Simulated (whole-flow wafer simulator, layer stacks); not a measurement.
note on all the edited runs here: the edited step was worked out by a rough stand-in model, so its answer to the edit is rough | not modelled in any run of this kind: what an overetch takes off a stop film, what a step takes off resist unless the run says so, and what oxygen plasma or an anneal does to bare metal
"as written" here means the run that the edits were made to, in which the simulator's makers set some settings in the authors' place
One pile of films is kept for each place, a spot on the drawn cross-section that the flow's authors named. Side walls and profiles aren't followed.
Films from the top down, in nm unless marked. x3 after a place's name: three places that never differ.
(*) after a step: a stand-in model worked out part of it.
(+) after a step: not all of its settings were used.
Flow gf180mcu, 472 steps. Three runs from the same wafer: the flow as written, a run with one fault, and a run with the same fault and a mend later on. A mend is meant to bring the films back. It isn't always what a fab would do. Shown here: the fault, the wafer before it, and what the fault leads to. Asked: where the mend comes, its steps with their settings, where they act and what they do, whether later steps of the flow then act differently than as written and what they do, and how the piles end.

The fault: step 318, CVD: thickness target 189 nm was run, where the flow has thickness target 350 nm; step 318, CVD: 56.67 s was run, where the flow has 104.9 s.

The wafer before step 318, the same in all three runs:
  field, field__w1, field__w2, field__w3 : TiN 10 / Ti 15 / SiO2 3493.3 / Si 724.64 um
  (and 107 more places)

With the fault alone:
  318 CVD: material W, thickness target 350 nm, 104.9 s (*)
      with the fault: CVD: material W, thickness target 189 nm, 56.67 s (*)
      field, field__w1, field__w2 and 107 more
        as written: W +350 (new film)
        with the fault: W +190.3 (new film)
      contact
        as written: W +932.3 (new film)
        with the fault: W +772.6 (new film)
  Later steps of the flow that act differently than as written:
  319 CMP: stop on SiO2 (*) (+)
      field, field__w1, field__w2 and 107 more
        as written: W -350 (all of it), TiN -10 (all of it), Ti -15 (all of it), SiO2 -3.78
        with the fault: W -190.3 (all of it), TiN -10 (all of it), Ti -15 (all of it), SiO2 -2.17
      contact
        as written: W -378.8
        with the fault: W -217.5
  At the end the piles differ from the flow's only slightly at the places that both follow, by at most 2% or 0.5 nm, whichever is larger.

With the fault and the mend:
  The mend comes after step 318.
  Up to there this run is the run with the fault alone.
  318a CVD: material W, thickness target 161 nm, 48.27 s (the flow's step 318 once more, with other settings)
      field, field__w1, field__w2 and 108 more
        W +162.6
  No later step of the flow acts differently than as written, at any place that is followed, by more than 2% or 0.5 nm, whichever is larger.
  At the end the piles differ from the flow's only slightly at the places that both follow, by at most 2% or 0.5 nm, whichever is larger.
